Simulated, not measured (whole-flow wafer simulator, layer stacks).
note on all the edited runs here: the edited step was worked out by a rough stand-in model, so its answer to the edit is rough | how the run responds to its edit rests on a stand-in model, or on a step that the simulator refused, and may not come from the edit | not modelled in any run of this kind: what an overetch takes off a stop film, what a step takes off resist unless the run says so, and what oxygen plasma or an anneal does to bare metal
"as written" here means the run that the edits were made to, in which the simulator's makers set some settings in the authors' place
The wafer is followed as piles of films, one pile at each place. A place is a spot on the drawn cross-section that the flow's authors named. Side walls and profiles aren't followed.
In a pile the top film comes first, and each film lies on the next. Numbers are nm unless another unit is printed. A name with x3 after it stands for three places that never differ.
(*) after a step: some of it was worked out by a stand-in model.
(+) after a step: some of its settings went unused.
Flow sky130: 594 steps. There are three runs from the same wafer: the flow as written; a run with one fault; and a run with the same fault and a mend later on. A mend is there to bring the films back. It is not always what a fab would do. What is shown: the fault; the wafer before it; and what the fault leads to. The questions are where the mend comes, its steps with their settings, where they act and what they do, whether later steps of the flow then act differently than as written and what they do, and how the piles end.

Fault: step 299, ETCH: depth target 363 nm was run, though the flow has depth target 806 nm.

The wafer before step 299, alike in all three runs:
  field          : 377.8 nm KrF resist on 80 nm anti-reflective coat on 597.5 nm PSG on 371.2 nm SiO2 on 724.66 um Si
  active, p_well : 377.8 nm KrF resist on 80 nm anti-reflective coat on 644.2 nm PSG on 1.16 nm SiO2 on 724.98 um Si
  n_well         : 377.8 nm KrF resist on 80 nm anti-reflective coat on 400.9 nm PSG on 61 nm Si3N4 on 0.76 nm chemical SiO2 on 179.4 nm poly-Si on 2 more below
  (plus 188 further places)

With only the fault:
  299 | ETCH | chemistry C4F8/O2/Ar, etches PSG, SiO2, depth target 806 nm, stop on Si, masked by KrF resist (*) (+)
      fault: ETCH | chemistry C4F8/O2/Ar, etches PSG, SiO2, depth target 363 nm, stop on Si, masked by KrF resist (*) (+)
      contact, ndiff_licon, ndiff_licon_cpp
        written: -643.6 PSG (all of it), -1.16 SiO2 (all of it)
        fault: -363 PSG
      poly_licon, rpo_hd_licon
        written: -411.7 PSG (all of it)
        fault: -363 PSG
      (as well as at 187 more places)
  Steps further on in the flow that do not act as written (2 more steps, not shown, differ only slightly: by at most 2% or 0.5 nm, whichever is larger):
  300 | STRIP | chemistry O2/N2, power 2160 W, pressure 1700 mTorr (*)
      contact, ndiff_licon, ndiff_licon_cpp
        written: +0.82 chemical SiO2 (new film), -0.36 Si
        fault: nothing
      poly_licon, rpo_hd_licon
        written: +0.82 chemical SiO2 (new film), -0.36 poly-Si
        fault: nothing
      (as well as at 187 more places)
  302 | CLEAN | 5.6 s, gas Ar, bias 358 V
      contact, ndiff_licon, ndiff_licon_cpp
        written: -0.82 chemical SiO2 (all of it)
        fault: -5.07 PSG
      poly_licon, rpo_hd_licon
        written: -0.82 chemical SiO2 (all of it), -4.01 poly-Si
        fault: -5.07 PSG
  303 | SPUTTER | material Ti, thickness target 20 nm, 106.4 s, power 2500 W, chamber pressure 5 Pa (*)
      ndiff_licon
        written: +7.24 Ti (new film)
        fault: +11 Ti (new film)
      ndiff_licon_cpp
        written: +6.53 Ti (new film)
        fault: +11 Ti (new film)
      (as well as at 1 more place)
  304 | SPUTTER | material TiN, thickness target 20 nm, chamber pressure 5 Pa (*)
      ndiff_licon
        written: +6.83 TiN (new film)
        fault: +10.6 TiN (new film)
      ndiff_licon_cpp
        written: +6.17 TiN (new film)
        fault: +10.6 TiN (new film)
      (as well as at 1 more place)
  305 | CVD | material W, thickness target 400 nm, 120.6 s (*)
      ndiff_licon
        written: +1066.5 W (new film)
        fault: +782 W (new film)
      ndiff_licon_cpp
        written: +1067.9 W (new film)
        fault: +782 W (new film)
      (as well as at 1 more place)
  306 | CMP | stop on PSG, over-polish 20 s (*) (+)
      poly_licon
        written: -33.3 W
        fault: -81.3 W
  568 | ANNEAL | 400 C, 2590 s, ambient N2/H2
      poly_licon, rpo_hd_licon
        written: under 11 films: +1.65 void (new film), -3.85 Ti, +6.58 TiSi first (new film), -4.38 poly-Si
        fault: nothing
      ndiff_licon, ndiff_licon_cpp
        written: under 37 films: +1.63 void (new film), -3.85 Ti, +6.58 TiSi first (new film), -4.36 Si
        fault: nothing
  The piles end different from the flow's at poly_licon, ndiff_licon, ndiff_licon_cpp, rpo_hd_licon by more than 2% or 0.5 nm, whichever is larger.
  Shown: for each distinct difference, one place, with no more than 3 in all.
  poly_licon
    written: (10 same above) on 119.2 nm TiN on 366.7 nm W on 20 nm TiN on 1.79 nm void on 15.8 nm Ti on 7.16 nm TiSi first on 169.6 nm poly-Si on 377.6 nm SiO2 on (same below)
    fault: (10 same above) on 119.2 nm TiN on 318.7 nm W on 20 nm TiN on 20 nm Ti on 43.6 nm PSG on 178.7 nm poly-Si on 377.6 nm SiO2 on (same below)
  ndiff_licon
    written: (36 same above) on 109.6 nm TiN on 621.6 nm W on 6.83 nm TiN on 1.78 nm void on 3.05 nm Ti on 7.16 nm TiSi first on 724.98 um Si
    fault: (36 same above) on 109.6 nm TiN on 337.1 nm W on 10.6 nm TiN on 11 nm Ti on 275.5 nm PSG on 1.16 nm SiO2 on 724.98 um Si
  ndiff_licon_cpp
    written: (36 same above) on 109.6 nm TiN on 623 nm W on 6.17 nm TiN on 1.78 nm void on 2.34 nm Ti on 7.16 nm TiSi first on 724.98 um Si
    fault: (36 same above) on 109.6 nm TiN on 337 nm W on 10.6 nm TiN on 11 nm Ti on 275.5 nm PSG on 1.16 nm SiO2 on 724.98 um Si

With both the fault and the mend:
  After step 299 comes the mend.
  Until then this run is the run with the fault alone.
  299a | ETCH | chemistry C4F8/O2/Ar, etches PSG, SiO2, depth target 443 nm, stop on Si, masked by KrF resist (*) (+) (the flow's step 299, run once more with other settings)
      field, active, n_well and 184 more
        -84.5 KrF resist
      contact, ndiff_licon, ndiff_licon_cpp
        -280.6 PSG (all of it), -1.16 SiO2 (all of it)
      poly_licon, rpo_hd_licon
        -48.7 PSG (all of it)
  Later steps of the flow that are run all act as written at every place that is followed, up to a difference of at most 2% or 0.5 nm, whichever is larger.
  At the end the piles are close to the flow's at the places that both follow, differing by at most 2% or 0.5 nm, whichever is larger.
